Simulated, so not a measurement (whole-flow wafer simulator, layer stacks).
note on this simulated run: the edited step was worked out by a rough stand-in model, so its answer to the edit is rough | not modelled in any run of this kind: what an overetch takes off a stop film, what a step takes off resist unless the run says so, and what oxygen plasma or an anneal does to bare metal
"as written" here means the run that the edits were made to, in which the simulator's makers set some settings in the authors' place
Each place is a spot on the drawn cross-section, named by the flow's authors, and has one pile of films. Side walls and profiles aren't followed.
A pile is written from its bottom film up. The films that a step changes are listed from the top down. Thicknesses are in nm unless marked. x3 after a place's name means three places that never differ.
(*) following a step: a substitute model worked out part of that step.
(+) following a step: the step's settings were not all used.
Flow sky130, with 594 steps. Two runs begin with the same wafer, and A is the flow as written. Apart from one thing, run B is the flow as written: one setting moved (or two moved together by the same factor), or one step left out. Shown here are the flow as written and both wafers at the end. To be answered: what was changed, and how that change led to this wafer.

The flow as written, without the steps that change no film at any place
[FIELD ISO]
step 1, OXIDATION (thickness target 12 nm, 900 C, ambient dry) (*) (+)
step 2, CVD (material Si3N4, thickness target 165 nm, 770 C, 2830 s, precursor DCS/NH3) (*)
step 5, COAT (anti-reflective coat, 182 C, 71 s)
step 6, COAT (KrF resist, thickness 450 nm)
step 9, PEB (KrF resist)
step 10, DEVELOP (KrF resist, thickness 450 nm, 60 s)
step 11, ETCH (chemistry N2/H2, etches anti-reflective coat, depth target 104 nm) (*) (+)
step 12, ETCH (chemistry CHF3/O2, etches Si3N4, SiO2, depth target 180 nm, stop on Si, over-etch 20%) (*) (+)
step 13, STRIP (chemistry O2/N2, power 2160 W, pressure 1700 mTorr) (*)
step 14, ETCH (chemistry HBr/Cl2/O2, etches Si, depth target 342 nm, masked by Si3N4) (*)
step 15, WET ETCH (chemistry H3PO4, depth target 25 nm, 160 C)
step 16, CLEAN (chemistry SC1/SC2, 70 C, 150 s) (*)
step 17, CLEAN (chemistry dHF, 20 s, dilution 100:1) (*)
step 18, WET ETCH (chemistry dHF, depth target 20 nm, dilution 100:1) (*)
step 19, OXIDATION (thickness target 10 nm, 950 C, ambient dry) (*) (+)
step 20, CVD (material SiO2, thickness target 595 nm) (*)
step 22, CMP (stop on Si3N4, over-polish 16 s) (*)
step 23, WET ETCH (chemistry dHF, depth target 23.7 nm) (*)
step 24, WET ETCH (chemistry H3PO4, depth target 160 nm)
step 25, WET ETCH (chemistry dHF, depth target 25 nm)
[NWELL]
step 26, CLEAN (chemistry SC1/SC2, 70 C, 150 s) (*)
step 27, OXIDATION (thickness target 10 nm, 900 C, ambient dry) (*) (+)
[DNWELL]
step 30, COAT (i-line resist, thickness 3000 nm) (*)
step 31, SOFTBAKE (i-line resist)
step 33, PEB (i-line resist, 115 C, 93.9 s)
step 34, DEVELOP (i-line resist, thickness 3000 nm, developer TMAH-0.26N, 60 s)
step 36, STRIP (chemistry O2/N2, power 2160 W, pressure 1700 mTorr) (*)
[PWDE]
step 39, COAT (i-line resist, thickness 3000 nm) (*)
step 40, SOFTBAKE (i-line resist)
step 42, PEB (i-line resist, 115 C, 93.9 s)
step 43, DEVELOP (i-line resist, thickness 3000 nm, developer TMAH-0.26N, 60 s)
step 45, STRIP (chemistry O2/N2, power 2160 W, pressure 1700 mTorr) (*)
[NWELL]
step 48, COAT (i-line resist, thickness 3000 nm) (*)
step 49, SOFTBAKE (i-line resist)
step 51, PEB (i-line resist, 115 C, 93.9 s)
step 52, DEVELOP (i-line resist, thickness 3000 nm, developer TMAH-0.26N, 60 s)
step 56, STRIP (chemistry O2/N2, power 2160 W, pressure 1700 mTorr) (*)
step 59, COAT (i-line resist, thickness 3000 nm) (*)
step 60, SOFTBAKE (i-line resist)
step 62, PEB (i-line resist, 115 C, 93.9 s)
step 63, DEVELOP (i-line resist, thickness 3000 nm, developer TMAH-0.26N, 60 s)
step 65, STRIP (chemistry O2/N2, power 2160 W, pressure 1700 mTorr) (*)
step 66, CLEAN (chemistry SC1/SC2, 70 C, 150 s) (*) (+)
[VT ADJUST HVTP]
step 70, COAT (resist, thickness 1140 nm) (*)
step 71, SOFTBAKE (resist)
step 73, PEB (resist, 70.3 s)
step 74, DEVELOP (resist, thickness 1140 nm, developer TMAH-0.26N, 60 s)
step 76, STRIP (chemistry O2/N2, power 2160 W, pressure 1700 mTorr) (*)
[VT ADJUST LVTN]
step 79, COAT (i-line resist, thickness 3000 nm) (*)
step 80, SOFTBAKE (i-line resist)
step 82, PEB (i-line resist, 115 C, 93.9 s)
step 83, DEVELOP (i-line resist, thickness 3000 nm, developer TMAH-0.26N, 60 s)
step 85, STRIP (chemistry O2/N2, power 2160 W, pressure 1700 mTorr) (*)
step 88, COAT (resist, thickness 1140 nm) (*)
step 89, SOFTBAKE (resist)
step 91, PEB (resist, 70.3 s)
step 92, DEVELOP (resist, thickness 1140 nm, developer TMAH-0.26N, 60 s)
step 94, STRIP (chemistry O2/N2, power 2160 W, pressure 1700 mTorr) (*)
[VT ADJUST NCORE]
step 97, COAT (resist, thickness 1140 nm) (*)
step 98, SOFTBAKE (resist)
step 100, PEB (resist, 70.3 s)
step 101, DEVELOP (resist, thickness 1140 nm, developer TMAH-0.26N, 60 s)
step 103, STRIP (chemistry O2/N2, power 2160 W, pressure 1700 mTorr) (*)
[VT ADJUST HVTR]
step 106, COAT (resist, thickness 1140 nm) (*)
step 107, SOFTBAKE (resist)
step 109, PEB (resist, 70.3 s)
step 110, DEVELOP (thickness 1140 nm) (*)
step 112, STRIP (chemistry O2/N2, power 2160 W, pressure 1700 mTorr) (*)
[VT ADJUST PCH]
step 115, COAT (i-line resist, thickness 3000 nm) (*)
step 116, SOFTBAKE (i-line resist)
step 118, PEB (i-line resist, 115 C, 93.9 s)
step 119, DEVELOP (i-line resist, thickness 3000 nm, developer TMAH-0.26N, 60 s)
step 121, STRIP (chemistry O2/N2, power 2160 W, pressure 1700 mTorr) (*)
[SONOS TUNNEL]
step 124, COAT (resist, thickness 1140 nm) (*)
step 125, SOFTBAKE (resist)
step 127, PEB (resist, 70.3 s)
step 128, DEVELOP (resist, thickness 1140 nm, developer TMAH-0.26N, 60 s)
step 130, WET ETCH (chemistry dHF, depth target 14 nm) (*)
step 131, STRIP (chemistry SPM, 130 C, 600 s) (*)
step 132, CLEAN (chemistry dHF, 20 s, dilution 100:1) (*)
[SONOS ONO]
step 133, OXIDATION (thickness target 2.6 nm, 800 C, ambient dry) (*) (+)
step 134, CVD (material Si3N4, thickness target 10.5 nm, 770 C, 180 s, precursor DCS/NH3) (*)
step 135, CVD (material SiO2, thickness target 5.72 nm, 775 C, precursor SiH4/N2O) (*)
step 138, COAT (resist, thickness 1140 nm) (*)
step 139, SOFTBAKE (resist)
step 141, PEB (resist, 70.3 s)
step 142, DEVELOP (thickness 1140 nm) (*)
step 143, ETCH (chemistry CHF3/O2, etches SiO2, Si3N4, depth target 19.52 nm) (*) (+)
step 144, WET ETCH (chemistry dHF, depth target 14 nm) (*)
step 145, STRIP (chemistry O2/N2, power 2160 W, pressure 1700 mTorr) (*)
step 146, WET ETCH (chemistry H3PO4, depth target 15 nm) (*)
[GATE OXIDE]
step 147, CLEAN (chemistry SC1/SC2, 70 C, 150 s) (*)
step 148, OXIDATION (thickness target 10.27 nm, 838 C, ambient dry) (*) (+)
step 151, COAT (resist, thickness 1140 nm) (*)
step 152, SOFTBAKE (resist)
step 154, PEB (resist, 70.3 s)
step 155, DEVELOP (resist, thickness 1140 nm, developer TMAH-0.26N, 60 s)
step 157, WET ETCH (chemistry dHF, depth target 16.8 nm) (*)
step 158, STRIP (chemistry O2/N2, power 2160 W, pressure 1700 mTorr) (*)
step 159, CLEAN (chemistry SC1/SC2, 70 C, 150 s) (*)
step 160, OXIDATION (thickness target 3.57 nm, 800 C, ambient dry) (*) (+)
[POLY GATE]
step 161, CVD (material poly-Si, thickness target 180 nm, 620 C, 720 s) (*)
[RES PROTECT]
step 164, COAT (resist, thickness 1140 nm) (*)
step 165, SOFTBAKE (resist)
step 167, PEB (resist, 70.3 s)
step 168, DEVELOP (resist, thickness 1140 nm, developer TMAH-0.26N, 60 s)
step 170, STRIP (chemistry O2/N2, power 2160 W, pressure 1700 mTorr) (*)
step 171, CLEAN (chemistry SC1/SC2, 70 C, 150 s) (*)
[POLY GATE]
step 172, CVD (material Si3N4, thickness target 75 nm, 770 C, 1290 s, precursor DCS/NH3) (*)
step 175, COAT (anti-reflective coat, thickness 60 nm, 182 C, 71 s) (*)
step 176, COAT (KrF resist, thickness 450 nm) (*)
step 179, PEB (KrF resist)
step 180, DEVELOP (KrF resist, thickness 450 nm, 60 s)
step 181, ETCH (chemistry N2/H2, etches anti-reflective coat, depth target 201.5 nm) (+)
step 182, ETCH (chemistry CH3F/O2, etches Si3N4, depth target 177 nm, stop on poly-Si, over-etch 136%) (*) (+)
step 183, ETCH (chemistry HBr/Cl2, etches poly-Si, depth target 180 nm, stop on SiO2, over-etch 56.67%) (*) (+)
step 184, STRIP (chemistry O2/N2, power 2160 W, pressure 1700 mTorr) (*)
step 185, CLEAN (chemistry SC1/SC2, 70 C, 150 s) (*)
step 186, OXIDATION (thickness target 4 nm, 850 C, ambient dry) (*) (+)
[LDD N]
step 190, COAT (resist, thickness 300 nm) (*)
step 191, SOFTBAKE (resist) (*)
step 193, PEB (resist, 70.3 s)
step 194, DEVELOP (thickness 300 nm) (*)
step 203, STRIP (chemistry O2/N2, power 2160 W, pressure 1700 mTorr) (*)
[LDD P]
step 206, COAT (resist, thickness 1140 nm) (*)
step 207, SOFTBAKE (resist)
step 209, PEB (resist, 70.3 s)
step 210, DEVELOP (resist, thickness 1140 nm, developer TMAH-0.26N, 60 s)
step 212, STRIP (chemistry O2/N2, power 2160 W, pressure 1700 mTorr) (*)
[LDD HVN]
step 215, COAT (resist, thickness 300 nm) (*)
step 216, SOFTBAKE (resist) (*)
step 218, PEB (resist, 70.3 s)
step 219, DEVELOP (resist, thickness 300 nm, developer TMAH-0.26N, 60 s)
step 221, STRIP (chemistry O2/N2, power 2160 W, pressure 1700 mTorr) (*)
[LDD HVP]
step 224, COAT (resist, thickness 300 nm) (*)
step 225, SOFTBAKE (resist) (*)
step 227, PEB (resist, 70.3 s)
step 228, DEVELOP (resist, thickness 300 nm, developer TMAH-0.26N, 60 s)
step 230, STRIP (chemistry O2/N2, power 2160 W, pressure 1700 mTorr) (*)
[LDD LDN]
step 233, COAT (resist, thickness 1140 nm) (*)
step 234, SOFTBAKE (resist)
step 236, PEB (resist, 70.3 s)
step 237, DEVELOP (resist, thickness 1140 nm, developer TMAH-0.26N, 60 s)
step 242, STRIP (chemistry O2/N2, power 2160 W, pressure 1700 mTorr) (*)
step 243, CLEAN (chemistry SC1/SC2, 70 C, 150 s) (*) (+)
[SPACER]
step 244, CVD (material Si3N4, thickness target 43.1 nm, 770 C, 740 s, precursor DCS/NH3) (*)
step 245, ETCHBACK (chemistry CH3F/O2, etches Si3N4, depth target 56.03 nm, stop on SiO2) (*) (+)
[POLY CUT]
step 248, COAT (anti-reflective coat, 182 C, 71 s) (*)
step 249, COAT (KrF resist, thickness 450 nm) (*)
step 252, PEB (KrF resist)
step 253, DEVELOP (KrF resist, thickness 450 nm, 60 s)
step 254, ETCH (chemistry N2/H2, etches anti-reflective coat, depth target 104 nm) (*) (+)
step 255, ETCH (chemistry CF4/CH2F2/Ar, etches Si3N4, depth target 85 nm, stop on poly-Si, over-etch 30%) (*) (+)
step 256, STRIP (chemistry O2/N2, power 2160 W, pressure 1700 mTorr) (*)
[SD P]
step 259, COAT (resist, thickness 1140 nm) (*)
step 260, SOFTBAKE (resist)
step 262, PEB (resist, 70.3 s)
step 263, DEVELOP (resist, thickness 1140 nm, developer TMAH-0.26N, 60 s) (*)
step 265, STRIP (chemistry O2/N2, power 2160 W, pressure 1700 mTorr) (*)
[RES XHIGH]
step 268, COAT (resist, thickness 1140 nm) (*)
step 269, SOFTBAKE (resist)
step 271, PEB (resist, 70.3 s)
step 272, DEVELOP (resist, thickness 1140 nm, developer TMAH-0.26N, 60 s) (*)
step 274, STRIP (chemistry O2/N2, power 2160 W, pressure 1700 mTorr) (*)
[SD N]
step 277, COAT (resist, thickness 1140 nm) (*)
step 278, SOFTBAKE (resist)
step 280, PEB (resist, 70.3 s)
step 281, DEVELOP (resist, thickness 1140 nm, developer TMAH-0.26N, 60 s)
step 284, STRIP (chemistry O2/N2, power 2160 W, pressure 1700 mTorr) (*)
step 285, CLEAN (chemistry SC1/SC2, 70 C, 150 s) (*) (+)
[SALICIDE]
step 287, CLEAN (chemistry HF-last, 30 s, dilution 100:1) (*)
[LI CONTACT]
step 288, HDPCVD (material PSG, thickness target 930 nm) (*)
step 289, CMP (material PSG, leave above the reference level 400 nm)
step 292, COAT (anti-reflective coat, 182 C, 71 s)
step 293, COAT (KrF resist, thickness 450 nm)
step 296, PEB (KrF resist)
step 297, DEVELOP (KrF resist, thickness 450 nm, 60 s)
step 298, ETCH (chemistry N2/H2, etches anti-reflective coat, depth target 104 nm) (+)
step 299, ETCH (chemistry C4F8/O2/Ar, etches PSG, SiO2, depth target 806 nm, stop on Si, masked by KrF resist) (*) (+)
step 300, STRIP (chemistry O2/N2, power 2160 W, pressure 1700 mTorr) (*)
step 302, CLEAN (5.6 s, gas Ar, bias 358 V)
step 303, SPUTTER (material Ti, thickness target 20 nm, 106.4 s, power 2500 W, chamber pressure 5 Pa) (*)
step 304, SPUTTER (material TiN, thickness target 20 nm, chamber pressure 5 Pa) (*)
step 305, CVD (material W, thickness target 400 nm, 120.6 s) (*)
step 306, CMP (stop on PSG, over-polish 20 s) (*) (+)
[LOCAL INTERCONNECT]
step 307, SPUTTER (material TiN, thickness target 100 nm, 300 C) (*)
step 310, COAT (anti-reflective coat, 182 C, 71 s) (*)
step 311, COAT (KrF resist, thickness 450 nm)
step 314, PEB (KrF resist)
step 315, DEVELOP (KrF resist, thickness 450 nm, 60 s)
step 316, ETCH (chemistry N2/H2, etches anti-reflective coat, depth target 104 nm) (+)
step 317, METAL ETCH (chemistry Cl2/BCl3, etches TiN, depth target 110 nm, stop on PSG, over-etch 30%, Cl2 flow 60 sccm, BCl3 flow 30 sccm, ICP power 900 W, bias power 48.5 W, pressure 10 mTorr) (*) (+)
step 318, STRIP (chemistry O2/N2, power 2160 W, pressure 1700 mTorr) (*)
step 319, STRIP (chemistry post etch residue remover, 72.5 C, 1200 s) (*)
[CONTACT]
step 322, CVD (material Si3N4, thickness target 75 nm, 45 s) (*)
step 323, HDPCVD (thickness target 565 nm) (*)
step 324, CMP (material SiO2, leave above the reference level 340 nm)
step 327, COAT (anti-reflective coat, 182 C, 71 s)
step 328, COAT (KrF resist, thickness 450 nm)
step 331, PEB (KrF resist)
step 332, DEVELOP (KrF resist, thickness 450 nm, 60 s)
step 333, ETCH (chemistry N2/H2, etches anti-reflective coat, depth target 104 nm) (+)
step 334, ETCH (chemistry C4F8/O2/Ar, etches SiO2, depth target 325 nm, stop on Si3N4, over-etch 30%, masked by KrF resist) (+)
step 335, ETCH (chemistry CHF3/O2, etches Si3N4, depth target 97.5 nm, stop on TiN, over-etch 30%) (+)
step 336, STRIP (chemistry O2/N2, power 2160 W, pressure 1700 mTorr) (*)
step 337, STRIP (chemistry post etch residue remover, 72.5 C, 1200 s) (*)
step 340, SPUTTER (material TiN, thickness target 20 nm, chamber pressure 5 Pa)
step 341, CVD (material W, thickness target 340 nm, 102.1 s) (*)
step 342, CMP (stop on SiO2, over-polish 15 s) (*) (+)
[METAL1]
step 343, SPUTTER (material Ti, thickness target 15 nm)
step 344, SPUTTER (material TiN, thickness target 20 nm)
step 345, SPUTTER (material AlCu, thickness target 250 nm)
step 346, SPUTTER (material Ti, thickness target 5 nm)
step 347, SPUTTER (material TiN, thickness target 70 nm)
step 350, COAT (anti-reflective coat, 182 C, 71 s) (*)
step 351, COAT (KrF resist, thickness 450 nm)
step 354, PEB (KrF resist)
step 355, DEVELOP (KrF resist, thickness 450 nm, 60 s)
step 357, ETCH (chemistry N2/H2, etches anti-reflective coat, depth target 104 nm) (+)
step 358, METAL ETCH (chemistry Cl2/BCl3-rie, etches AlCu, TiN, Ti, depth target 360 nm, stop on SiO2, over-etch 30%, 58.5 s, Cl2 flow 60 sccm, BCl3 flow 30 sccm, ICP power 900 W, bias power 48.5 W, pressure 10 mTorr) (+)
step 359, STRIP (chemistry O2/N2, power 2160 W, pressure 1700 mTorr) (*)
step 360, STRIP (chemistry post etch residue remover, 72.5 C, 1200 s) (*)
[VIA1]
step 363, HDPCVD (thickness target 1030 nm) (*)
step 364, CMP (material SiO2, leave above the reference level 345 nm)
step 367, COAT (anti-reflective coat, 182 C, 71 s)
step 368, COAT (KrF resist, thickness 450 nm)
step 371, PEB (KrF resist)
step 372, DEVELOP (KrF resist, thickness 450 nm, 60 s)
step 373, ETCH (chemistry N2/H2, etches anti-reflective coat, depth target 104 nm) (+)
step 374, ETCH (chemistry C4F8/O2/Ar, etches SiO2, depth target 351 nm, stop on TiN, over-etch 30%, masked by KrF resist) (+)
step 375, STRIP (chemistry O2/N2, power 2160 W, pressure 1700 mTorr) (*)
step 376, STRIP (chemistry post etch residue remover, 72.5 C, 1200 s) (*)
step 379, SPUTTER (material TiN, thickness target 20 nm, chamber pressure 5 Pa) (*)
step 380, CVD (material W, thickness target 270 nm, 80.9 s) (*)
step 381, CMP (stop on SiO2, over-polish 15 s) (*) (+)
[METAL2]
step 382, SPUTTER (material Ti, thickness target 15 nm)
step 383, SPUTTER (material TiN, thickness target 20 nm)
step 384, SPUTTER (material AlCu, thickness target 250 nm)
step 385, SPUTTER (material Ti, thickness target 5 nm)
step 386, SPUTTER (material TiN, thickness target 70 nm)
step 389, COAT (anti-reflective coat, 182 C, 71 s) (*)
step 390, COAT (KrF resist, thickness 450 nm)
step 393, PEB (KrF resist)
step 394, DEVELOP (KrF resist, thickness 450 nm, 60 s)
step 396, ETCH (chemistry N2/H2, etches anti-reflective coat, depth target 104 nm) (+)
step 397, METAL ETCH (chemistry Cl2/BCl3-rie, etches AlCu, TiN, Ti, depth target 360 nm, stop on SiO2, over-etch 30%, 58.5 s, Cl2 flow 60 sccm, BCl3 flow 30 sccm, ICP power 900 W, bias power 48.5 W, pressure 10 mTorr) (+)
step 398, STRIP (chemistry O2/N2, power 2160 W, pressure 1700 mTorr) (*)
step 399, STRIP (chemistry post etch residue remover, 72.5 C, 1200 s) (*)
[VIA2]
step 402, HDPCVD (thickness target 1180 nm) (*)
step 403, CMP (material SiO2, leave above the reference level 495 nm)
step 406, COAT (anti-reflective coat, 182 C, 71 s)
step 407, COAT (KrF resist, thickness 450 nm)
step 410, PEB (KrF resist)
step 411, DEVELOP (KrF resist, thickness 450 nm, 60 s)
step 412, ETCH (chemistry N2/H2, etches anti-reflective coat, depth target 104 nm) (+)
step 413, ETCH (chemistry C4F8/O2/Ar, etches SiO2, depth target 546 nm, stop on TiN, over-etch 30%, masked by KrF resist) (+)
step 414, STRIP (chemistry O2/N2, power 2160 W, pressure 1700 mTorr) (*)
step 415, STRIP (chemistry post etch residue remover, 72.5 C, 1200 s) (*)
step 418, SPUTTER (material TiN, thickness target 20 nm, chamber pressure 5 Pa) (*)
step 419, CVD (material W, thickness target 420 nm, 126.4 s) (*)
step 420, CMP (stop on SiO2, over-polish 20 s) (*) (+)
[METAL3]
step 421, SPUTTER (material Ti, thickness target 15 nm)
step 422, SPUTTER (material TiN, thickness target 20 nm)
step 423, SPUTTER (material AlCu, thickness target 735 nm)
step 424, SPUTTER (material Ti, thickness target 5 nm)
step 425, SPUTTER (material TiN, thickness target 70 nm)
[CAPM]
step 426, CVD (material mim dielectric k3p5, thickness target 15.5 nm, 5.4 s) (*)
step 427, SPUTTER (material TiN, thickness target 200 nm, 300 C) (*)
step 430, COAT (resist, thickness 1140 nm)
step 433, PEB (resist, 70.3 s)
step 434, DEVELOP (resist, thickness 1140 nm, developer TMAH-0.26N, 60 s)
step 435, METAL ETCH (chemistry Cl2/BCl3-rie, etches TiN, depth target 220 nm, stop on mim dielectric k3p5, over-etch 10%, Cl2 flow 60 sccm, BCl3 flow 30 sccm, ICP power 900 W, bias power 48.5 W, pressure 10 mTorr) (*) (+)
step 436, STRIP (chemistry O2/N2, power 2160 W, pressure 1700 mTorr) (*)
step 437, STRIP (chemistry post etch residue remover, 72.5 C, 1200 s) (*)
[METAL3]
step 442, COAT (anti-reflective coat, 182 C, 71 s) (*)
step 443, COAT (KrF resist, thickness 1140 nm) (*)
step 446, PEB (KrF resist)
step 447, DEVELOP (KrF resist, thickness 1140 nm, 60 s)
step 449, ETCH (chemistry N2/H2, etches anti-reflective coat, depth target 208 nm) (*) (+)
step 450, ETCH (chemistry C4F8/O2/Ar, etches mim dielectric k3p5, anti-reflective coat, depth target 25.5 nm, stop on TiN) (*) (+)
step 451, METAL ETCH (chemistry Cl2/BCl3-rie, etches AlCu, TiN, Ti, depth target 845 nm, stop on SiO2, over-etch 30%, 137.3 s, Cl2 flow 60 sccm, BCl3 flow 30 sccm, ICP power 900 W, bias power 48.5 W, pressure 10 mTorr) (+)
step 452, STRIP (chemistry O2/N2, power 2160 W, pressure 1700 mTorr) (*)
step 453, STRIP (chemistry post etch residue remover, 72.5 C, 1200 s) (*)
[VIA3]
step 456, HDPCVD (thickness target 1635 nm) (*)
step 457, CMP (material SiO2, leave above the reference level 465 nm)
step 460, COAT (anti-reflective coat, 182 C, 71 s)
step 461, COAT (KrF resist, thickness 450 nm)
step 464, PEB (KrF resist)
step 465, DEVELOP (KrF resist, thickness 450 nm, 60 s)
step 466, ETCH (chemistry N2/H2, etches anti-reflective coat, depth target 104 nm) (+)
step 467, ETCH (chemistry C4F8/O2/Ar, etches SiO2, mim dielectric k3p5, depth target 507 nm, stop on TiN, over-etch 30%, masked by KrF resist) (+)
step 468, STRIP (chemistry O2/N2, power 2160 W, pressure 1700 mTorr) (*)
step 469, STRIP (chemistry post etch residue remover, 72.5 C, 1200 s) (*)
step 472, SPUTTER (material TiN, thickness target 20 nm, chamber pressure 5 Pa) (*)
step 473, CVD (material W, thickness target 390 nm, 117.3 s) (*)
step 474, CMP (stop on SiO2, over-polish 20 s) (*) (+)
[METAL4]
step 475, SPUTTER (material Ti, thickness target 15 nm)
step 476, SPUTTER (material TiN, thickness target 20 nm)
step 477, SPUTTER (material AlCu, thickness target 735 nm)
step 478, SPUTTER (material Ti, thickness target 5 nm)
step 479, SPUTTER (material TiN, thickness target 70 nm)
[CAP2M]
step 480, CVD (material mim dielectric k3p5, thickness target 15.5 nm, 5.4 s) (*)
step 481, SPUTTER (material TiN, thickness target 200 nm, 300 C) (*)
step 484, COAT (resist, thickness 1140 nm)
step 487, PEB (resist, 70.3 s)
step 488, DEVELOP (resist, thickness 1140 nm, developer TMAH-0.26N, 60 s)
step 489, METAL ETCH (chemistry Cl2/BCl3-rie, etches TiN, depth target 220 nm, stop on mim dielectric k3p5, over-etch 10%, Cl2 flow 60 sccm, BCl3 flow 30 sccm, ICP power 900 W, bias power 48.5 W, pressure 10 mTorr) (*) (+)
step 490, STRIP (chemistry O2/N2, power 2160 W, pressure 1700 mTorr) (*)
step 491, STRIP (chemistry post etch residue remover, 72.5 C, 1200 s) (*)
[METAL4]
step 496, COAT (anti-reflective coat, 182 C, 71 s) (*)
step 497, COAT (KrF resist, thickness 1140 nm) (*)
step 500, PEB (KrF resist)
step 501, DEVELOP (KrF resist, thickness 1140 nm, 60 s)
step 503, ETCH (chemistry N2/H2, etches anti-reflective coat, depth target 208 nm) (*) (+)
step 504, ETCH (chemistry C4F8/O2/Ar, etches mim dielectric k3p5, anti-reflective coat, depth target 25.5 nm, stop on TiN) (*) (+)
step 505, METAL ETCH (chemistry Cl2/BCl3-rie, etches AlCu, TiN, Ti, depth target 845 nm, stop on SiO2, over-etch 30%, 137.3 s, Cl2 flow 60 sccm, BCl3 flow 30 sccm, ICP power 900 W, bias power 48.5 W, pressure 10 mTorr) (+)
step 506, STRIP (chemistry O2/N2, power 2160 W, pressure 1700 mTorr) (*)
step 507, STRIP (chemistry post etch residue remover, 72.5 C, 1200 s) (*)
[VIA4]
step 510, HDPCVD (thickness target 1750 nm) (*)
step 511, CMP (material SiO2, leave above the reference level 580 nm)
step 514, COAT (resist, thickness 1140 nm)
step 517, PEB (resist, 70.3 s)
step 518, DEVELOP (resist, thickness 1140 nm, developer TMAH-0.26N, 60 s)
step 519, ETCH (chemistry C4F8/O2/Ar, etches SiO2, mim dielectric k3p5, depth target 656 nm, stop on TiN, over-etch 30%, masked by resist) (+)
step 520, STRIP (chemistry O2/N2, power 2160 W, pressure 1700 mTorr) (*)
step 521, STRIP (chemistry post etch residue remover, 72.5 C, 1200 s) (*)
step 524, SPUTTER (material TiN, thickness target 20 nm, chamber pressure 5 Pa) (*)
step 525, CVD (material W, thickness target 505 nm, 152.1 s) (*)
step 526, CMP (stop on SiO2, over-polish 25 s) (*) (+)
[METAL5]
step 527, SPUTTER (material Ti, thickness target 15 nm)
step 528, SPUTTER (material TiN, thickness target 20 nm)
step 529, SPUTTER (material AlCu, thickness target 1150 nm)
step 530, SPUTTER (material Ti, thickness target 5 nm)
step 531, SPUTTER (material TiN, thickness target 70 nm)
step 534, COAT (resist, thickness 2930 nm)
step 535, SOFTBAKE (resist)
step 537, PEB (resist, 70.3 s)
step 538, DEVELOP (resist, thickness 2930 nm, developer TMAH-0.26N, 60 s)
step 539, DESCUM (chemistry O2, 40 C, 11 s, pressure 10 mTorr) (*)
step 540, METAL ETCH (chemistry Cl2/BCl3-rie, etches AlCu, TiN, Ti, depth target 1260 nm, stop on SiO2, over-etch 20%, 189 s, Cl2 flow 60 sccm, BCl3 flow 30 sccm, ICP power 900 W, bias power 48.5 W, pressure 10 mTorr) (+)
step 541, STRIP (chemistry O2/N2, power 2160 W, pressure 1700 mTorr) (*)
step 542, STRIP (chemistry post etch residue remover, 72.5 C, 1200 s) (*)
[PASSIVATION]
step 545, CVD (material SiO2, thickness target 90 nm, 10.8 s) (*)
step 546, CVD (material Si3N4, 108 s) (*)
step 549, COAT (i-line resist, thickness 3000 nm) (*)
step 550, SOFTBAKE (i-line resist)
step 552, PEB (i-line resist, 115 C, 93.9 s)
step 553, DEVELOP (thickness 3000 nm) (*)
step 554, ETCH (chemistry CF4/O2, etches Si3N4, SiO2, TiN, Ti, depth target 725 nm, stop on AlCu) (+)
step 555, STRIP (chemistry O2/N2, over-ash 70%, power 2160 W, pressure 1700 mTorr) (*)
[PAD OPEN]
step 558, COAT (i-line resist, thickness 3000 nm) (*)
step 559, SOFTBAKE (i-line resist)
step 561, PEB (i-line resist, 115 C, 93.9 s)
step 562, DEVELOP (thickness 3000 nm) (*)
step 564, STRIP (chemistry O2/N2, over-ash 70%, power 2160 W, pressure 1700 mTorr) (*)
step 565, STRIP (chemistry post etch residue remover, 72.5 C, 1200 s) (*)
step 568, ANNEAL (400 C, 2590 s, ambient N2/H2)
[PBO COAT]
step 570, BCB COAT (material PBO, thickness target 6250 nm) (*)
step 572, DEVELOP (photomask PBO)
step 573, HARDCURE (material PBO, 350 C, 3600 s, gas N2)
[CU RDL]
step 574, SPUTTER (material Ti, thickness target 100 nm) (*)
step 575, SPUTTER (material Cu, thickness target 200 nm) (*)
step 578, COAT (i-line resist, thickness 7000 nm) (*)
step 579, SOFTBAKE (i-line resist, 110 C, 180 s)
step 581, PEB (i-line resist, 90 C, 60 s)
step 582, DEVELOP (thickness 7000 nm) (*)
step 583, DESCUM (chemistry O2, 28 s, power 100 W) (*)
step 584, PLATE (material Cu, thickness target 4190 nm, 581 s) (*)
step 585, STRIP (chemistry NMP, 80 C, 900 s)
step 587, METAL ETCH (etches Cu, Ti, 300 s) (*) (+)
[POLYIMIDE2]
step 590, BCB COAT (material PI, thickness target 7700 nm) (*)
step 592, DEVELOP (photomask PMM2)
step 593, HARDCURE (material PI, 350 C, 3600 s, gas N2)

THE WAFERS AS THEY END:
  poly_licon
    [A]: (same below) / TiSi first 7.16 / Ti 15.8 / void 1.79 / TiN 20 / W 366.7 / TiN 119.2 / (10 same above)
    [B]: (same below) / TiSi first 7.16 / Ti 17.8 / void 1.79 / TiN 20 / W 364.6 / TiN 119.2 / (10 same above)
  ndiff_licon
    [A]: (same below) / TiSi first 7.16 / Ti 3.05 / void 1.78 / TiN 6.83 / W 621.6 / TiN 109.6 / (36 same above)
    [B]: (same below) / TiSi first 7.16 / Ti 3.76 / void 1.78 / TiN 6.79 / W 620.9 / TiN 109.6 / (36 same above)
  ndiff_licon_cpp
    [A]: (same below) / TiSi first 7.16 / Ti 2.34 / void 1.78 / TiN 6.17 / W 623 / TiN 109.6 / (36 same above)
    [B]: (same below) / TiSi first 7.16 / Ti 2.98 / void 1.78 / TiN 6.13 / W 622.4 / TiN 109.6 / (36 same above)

Cause: step 303, SPUTTER: 117 s was run, though the flow has 106.4 s.

Step by step, how the change led to this:
  step 303, SPUTTER (material Ti, thickness target 20 nm, 106.4 s, power 2500 W, chamber pressure 5 Pa) (*)
      field, active, n_well and 185 more: A +20 Ti (new film) | B +22 Ti (new film)
      ndiff_licon: A +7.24 Ti (new film) | B +7.95 Ti (new film)
      (also at 2 further places)
  step 306, CMP (stop on PSG, over-polish 20 s) (*) (+)
      field, active, n_well and 184 more: A -400 W (all of it), -20 TiN (all of it), -20 Ti (all of it), -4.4 PSG | B -400 W (all of it), -20 TiN (all of it), -22 Ti (all of it), -4.4 PSG
      poly_licon: A -33.3 W | B -35.4 W
